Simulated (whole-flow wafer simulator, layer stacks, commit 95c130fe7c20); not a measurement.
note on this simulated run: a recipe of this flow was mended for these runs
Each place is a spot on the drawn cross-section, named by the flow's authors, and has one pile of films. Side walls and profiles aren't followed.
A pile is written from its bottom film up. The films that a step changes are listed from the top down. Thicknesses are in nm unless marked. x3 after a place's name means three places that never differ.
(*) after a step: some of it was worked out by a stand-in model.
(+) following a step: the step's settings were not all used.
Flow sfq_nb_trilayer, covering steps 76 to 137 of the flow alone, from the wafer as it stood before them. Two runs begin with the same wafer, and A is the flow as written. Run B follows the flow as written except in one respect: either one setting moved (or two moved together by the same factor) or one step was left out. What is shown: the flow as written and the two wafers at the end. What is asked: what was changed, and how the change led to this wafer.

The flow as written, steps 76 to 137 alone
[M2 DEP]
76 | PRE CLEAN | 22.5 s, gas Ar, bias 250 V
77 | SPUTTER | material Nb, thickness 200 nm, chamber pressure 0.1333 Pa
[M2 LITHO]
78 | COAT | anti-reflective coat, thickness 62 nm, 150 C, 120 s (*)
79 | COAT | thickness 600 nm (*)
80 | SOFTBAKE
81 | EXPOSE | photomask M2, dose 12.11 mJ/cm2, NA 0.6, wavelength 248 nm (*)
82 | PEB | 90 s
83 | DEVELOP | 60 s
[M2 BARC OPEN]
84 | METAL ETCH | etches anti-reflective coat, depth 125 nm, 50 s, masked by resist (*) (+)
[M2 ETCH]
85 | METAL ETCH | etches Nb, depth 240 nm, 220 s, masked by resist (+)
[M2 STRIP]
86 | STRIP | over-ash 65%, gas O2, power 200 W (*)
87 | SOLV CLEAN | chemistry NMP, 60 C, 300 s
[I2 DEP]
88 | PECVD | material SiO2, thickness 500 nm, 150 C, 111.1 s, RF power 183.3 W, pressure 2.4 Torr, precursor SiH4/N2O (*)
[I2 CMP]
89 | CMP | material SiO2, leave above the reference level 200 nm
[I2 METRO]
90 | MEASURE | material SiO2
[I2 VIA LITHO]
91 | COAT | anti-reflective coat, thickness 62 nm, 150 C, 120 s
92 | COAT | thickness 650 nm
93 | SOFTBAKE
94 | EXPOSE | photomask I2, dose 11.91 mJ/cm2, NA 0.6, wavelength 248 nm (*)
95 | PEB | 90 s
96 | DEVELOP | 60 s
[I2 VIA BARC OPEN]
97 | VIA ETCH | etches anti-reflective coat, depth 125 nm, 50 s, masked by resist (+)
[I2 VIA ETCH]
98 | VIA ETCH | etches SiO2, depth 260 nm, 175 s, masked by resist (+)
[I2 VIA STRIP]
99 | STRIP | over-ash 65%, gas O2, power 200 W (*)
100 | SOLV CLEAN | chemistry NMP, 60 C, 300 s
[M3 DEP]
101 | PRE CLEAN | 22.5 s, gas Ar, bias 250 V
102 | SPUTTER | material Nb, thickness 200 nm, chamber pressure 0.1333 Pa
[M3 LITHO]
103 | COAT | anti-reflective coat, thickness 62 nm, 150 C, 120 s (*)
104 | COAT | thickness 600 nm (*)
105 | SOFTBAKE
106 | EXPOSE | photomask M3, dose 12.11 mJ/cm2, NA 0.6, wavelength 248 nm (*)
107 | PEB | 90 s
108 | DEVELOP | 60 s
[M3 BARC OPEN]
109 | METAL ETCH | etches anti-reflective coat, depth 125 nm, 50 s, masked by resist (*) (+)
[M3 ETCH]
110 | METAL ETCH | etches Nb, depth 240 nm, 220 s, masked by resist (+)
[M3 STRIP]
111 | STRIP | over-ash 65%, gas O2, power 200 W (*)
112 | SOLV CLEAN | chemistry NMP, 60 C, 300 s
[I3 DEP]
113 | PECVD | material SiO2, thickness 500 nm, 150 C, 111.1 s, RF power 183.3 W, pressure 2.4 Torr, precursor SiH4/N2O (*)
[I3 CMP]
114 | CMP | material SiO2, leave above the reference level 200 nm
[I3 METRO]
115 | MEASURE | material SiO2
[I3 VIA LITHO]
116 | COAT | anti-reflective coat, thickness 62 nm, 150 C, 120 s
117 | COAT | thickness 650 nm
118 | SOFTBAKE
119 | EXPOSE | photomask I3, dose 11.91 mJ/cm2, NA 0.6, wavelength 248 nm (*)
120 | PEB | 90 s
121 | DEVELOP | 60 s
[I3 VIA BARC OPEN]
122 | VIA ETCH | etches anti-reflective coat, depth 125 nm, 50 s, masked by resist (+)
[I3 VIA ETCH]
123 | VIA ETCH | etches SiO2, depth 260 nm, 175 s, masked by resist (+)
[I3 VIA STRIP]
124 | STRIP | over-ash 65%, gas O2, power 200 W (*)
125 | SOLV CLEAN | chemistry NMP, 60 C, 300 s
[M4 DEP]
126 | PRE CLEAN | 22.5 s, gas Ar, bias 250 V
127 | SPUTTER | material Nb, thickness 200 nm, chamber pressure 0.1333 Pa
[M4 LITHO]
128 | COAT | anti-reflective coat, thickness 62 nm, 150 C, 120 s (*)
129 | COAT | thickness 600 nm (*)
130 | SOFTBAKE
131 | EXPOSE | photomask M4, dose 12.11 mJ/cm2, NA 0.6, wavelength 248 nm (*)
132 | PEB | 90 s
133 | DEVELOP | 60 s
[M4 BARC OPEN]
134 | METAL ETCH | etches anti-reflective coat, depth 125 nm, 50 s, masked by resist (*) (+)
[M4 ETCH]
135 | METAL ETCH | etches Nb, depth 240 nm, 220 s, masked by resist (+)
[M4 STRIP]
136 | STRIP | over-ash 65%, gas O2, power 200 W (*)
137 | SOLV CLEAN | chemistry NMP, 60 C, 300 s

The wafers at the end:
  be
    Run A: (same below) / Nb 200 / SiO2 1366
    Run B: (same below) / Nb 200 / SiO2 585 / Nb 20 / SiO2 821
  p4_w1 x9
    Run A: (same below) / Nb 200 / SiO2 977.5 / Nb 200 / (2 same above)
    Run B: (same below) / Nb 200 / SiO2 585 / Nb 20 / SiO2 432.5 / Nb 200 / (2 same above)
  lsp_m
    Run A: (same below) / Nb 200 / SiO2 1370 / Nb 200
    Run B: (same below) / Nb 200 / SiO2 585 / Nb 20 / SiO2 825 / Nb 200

Cause: step 77, SPUTTER: thickness 260 nm was run, while the flow as written has thickness 200 nm.

How this came from the change, step by step:
  77 | SPUTTER | material Nb, thickness 200 nm, chamber pressure 0.1333 Pa
      field_l, v_sur, via_wl and 102 more: A +200 Nb (new film) | B +260 Nb (new film)
      via_v: A +172.8 Nb | B +225.2 Nb
  85 | METAL ETCH | etches Nb, depth 240 nm, 220 s, masked by resist (+)
      field_l, be, be_sur and 81 more: A -200 Nb (all of it), -4 SiO2 | B -240 Nb
  88 | PECVD | material SiO2, thickness 500 nm, 150 C, 111.1 s, RF power 183.3 W, pressure 2.4 Torr, precursor SiH4/N2O (*)
      field_l, be, be_sur and 81 more: A +500 SiO2 | B +500 SiO2 (new film)
      via_v: A +612.8 SiO2 (new film) | B +595.9 SiO2 (new film)
  89 | CMP | material SiO2, leave above the reference level 200 nm
      field_l, be, be_sur and 81 more: A -96 SiO2 | B -60 SiO2
      via_v: A -181.6 SiO2 | B -157.1 SiO2
If metal films that touch count as one body, be has 2 bodies (between them, from the top down: SiO2 585); the flow as written gives 1 body.
If metal films that touch count as one body, p4_w1 x9 has 4 bodies (between them, from the top down: SiO2 192.5; SiO2 432.5; SiO2 585); the flow as written gives 3 bodies (between them, from the top down: SiO2 192.5; SiO2 977.5).
If metal films that touch count as one body, lsp_m has 3 bodies (between them, from the top down: SiO2 825; SiO2 585); the flow as written gives 2 bodies (between them, from the top down: SiO2 1370).
